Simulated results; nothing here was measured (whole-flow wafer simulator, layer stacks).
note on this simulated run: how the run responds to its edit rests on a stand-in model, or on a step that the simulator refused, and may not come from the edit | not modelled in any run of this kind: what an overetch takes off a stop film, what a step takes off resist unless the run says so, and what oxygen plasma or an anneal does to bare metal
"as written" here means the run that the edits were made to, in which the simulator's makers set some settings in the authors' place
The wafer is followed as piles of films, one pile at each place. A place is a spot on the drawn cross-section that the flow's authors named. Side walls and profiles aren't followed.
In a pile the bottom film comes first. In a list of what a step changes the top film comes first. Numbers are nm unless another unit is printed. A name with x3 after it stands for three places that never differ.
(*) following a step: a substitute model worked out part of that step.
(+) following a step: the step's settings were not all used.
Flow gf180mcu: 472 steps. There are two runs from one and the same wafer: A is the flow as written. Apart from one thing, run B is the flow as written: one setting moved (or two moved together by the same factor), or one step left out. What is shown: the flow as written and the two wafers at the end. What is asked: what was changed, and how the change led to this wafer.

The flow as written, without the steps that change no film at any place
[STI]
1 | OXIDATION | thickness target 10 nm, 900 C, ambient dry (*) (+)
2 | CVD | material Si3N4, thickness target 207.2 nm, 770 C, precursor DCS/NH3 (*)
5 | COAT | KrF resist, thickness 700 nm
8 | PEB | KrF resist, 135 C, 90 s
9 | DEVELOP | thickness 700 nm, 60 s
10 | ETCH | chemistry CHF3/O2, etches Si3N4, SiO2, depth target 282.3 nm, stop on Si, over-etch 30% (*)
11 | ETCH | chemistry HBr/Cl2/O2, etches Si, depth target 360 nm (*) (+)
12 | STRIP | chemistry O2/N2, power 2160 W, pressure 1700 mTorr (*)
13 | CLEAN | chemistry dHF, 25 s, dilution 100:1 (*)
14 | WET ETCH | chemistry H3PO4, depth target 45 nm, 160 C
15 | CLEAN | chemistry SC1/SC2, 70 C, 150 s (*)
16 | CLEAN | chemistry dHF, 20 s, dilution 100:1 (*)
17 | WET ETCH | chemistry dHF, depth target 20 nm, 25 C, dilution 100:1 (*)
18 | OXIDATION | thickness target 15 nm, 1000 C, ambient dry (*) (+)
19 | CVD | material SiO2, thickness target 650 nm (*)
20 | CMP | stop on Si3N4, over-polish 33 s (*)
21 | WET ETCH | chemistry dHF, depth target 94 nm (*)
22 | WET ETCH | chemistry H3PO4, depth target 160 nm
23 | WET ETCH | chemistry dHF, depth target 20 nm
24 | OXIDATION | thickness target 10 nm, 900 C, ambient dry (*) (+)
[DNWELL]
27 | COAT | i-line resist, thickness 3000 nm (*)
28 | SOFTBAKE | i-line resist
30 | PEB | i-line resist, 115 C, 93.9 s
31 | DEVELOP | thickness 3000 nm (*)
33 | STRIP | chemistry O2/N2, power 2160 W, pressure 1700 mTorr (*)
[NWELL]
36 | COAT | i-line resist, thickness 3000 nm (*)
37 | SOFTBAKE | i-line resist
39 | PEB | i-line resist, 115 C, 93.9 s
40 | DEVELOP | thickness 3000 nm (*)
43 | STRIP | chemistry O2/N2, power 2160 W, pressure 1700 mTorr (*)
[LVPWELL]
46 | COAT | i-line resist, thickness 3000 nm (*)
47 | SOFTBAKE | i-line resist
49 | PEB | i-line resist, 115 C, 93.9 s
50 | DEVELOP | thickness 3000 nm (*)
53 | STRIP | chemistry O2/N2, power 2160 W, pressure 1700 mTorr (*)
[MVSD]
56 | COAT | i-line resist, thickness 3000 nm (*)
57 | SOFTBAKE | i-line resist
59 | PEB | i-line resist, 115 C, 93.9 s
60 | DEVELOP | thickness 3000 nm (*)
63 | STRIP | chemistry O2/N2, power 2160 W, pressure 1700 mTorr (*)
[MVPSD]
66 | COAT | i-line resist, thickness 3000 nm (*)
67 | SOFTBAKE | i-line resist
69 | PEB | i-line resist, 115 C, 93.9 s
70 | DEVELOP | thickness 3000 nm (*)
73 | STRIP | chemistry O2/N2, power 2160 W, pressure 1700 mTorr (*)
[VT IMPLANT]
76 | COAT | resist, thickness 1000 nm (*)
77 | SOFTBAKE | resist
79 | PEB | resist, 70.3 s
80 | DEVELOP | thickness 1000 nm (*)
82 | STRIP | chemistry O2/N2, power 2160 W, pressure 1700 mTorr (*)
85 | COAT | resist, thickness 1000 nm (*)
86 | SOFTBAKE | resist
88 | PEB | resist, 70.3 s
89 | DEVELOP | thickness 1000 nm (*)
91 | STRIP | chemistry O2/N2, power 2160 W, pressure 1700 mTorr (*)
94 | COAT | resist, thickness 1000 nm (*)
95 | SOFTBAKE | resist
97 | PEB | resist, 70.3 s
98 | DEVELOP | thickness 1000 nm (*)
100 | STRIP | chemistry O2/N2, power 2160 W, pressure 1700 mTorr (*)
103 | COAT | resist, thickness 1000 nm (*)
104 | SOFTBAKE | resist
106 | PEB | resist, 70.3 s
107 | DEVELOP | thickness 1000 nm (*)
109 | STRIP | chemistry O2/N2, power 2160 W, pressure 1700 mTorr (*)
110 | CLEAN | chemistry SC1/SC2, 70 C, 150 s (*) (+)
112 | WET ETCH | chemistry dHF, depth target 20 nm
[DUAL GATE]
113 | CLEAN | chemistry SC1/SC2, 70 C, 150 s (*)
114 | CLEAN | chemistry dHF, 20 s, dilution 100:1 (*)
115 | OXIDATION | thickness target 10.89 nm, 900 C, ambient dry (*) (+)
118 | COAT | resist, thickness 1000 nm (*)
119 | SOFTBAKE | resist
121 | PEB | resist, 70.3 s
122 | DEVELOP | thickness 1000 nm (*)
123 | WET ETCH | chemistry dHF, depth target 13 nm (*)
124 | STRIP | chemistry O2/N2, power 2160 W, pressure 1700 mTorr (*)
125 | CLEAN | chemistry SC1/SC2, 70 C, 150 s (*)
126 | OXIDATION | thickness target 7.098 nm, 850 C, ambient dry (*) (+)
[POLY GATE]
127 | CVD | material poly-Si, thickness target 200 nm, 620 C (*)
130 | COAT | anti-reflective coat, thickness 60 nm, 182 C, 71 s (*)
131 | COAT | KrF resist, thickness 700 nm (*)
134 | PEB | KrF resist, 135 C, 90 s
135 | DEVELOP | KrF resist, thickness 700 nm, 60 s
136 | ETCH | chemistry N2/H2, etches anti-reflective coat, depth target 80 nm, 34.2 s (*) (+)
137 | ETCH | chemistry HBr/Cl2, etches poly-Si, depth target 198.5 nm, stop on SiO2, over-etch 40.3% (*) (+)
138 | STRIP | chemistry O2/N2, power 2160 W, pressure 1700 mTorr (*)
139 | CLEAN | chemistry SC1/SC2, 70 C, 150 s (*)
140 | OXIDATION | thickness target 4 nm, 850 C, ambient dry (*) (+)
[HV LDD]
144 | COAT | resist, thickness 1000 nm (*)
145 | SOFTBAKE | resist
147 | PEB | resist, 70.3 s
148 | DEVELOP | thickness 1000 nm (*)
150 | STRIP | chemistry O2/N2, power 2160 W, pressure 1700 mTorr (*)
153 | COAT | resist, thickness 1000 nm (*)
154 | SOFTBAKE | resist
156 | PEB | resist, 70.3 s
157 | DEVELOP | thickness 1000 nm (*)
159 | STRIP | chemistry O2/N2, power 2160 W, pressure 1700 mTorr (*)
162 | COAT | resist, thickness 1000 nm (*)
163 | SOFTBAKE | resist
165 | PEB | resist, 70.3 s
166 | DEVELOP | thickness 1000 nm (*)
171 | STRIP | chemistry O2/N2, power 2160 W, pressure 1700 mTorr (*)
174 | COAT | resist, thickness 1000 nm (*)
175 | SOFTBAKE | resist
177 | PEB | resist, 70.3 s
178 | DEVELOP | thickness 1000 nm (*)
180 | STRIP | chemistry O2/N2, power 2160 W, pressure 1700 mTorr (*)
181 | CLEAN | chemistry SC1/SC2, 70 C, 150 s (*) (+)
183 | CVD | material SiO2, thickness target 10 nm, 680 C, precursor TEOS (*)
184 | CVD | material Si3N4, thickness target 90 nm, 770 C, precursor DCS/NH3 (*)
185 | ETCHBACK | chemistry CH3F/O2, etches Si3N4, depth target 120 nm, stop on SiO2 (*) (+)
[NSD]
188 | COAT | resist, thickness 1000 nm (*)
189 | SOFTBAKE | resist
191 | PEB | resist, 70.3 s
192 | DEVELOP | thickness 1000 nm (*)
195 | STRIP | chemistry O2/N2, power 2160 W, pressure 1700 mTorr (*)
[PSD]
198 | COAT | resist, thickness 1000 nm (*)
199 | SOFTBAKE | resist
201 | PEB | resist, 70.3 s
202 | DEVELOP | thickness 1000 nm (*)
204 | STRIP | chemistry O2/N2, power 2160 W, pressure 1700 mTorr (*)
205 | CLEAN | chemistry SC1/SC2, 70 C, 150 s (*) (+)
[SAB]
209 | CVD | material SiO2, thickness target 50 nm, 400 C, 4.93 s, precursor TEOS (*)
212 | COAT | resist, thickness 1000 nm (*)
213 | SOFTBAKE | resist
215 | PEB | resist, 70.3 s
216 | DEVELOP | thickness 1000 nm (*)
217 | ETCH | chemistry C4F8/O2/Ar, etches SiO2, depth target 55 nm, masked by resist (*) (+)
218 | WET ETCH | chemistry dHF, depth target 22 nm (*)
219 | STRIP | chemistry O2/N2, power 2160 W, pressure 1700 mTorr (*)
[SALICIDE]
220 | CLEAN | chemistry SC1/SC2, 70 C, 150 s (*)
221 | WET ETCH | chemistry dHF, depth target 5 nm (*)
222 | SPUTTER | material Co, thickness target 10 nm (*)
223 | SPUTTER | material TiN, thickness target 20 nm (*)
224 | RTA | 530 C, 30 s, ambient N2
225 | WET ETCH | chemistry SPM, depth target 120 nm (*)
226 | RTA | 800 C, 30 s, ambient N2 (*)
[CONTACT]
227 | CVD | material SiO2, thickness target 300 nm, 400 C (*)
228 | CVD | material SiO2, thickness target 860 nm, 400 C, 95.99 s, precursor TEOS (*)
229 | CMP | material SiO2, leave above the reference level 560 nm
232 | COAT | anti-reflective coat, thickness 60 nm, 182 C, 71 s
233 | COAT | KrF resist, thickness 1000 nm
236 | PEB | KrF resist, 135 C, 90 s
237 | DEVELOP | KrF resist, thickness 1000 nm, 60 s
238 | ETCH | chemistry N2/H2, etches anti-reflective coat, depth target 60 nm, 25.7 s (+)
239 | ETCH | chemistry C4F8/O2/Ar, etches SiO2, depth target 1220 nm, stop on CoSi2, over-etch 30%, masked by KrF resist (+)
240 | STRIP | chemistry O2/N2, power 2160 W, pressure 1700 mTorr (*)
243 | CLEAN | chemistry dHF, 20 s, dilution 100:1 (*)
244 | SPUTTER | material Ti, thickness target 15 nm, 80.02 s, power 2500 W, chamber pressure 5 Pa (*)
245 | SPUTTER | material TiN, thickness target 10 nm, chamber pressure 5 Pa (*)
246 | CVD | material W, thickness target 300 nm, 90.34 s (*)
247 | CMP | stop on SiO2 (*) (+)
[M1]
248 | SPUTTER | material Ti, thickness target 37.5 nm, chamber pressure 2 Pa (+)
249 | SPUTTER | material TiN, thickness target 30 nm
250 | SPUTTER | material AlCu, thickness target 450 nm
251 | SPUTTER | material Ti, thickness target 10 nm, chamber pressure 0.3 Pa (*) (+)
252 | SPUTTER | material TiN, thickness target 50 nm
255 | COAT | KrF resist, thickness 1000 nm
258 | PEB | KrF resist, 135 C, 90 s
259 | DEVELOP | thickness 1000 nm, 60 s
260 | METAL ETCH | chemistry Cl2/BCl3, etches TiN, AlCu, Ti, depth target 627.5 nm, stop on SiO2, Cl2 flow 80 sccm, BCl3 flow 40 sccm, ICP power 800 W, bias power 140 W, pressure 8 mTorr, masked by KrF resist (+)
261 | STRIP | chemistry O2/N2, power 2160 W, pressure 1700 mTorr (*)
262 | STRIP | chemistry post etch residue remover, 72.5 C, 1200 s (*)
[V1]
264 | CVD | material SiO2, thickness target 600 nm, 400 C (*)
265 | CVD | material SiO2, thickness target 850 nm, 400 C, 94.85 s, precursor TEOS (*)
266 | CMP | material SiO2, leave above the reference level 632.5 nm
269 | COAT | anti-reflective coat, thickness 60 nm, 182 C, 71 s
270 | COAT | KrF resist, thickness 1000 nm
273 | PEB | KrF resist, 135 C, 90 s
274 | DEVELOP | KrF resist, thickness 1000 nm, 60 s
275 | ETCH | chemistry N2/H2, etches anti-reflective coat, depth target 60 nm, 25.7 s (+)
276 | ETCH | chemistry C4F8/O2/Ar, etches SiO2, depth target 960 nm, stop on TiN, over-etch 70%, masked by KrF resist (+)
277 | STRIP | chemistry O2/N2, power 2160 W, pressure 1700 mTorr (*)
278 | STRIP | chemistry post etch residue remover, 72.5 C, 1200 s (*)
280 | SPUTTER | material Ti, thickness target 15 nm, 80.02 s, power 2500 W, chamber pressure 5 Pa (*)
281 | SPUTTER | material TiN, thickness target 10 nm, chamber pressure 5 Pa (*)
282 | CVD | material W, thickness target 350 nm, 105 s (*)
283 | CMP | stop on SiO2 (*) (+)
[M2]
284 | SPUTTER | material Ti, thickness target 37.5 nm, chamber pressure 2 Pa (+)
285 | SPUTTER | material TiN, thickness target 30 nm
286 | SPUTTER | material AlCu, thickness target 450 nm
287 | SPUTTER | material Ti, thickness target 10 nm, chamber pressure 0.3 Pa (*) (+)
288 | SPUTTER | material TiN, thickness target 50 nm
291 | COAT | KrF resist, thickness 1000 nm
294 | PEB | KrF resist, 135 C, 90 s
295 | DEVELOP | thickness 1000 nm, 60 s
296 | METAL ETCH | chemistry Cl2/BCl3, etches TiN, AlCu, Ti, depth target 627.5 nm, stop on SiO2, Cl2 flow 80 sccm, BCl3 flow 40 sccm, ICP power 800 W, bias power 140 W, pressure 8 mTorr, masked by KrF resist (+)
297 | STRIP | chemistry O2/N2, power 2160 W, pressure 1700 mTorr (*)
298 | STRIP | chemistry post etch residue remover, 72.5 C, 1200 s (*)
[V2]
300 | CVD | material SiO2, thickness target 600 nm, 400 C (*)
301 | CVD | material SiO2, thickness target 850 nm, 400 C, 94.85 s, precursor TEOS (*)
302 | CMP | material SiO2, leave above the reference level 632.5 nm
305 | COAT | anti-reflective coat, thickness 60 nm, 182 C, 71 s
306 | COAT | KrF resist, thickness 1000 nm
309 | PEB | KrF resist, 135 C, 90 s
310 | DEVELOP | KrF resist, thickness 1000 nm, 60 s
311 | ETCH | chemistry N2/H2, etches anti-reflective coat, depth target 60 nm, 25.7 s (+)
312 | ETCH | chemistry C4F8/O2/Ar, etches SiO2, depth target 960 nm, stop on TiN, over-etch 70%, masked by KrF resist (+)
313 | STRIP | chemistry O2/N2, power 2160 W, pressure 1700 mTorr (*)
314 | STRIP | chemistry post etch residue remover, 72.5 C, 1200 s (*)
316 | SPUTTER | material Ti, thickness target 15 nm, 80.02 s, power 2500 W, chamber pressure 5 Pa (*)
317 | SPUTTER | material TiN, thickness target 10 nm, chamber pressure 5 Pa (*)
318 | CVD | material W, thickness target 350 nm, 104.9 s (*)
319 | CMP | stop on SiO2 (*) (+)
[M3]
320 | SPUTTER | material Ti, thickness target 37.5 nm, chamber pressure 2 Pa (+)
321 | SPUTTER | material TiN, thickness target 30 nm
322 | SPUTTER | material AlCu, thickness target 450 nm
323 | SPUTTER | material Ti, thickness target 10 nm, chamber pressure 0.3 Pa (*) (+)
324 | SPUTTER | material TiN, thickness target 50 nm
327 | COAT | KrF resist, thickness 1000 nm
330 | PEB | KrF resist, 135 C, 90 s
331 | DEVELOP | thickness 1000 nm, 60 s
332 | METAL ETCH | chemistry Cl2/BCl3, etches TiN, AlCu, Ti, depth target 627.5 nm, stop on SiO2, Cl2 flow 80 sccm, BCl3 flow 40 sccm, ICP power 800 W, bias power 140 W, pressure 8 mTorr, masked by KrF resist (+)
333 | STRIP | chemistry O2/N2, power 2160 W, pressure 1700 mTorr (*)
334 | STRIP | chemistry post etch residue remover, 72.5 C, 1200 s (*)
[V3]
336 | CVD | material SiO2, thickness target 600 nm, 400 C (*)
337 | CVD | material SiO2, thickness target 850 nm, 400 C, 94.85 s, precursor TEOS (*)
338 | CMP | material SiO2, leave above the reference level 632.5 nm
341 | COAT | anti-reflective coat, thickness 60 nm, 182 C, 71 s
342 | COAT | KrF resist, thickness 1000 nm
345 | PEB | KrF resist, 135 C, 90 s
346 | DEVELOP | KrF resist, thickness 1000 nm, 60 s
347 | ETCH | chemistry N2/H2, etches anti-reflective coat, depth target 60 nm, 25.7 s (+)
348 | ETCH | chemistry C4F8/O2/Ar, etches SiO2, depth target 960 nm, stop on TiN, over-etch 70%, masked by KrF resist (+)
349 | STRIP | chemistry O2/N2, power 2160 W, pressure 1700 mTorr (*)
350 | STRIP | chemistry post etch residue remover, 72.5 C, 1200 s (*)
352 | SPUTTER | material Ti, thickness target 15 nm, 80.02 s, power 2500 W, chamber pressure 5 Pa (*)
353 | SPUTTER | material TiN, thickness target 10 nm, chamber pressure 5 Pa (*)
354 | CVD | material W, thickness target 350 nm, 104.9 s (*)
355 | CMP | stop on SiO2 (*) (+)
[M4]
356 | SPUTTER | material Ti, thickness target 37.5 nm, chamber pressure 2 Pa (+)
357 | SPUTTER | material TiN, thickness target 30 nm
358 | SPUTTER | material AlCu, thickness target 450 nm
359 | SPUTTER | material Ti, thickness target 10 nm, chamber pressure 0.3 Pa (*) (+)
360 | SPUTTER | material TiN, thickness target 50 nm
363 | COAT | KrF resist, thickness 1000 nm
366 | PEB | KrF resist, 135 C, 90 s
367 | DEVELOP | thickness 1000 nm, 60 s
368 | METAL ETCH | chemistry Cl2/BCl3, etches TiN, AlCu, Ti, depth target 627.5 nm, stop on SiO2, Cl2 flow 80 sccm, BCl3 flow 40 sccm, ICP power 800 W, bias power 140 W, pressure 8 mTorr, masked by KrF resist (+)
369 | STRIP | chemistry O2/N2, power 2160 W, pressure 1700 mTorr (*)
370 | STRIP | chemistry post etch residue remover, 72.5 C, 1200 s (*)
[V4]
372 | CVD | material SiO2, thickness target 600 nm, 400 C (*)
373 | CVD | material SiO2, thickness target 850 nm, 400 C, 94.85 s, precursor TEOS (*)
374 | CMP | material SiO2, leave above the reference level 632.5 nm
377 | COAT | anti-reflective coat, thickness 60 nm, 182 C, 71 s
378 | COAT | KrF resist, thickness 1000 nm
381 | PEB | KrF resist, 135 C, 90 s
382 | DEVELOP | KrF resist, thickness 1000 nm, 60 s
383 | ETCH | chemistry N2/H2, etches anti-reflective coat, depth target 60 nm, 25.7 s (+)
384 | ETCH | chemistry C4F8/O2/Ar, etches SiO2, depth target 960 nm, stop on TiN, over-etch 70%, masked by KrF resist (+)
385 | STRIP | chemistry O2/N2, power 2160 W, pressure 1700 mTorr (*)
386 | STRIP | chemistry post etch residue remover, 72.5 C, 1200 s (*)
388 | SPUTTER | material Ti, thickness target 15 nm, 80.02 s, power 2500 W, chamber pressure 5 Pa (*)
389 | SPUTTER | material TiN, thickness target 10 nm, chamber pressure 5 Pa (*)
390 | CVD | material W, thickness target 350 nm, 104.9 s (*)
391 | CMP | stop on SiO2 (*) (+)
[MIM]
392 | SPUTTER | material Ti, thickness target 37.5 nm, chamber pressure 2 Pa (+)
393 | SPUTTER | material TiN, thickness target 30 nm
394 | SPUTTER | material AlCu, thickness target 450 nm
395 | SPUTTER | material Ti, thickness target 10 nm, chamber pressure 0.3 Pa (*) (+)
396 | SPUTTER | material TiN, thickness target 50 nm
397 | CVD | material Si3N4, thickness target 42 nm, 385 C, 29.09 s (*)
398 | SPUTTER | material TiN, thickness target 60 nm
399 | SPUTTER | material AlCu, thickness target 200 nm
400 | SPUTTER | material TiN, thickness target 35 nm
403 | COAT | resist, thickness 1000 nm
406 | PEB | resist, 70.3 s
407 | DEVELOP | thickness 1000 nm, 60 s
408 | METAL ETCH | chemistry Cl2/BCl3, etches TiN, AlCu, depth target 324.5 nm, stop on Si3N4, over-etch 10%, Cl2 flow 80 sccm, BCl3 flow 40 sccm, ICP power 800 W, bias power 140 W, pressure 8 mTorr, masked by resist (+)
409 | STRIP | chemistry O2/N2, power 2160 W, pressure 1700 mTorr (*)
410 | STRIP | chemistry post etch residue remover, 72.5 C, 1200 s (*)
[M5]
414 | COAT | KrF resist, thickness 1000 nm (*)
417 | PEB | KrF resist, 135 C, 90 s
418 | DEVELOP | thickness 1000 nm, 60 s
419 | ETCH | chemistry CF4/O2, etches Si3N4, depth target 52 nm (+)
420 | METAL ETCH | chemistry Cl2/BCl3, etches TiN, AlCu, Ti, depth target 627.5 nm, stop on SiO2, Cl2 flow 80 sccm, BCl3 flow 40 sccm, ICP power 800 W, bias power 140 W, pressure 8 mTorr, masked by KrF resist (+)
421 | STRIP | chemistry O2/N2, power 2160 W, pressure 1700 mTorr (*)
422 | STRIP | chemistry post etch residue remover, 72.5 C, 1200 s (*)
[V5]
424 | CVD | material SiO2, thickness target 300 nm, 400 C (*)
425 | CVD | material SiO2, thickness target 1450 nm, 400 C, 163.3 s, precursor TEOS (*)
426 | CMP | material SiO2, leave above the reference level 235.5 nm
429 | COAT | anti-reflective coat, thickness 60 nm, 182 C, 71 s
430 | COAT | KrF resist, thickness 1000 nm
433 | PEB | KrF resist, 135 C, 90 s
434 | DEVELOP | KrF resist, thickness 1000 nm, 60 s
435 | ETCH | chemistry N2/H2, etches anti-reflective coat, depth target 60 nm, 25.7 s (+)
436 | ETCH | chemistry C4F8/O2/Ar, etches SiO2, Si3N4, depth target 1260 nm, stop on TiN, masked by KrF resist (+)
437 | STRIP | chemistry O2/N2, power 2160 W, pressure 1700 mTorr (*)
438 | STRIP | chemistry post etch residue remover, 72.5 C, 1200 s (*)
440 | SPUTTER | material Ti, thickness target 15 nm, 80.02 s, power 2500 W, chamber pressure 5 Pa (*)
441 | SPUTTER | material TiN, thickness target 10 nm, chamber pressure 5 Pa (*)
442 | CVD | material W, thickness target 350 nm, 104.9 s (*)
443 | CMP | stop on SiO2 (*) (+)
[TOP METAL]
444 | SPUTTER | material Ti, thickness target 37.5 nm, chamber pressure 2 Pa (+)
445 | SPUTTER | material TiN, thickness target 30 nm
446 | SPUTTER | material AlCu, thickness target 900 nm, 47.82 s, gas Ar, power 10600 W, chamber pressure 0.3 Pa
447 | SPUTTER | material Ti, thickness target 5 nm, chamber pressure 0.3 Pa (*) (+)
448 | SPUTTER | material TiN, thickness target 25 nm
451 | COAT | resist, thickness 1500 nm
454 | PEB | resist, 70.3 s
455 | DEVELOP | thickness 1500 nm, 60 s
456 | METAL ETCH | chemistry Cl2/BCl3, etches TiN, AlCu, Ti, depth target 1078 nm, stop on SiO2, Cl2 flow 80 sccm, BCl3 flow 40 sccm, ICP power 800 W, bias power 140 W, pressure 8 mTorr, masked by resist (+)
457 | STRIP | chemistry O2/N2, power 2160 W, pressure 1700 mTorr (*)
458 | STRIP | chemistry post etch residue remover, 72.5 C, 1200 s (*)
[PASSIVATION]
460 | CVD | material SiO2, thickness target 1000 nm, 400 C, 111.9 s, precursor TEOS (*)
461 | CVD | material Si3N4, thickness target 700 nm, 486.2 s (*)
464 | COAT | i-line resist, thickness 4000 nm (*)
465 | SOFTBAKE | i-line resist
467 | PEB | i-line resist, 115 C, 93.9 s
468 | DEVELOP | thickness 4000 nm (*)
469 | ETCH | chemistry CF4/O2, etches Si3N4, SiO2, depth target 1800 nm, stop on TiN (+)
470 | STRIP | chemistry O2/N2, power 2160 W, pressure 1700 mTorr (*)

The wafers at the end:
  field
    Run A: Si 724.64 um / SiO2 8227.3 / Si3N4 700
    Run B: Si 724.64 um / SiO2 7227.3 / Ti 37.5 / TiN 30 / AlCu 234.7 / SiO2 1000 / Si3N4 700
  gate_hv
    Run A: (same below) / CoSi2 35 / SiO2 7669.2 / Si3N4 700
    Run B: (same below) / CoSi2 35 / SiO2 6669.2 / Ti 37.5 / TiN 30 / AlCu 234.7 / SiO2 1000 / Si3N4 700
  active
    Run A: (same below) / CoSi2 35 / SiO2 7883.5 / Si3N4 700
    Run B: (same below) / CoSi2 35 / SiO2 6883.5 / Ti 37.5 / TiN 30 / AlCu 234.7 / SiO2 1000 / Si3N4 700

The reason: step 456, METAL ETCH: depth target 689.6 nm was run, though the flow has depth target 1078 nm.

Step by step, how the change led to this:
  456 | METAL ETCH | chemistry Cl2/BCl3, etches TiN, AlCu, Ti, depth target 1078 nm, stop on SiO2, Cl2 flow 80 sccm, BCl3 flow 40 sccm, ICP power 800 W, bias power 140 W, pressure 8 mTorr, masked by resist (+)
      field, field__w1, field__w2 and 103 more: A -25 TiN (all of it), -5 Ti (all of it), -900 AlCu (all of it), -30 TiN (all of it), -37.5 Ti (all of it) | B -25 TiN (all of it), -5 Ti (all of it), -659.6 AlCu
      field__w8, contact, m1, m1__w1, pad, m1_nw: A -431 resist | B -275.8 resist
  457 | STRIP | chemistry O2/N2, power 2160 W, pressure 1700 mTorr (*)
      field__w8, contact, m1, m1__w1, pad, m1_nw: A -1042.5 resist (all of it) | B -1197.6 resist (all of it)
  458 | STRIP | chemistry post etch residue remover, 72.5 C, 1200 s (*)
      field, field__w1, field__w2 and 103 more: A nothing | B -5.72 AlCu
  460 | CVD | material SiO2, thickness target 1000 nm, 400 C, 111.9 s, precursor TEOS (*)
      field, field__w1, field__w2 and 103 more: A +1000 SiO2 | B +1000 SiO2 (new film)
  464 | COAT | i-line resist, thickness 4000 nm (*)
      field__w8: A +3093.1 i-line resist (new film) | B +3362 i-line resist (new film)
      contact: A +3153.6 i-line resist (new film) | B +3399 i-line resist (new film)
      (also at 4 further places)
  465 | SOFTBAKE | i-line resist
      gate: A +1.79 i-line resist | B -0.39 i-line resist
      field__w11, field__w13: A +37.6 i-line resist | B +23.4 i-line resist
      (also at 66 further places)
  467 | PEB | i-line resist, 115 C, 93.9 s
      field__w8, m1__w1: A -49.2 i-line resist | B -54.7 i-line resist
      contact, m1: A -49.6 i-line resist | B -55 i-line resist
      (also at 2 further places)
  468 | DEVELOP | thickness 4000 nm (*)
      pad: A -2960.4 i-line resist (all of it) | B -3254.9 i-line resist (all of it)
  470 | STRIP | chemistry O2/N2, power 2160 W, pressure 1700 mTorr (*)
      field__w8, m1__w1: A -1775.9 i-line resist (all of it) | B -2065.6 i-line resist (all of it)
      contact: A -1798.3 i-line resist (all of it) | B -2079.5 i-line resist (all of it)
      (also at 2 further places)
If metal films that touch count as one body, field has 1 body; the flow as written gives 0 bodies.
If metal films that touch count as one body, gate_hv has 2 bodies (between them, from the top down: SiO2 6669.2); the flow as written gives 1 body.
If metal films that touch count as one body, active has 2 bodies (between them, from the top down: SiO2 6883.5); the flow as written gives 1 body.
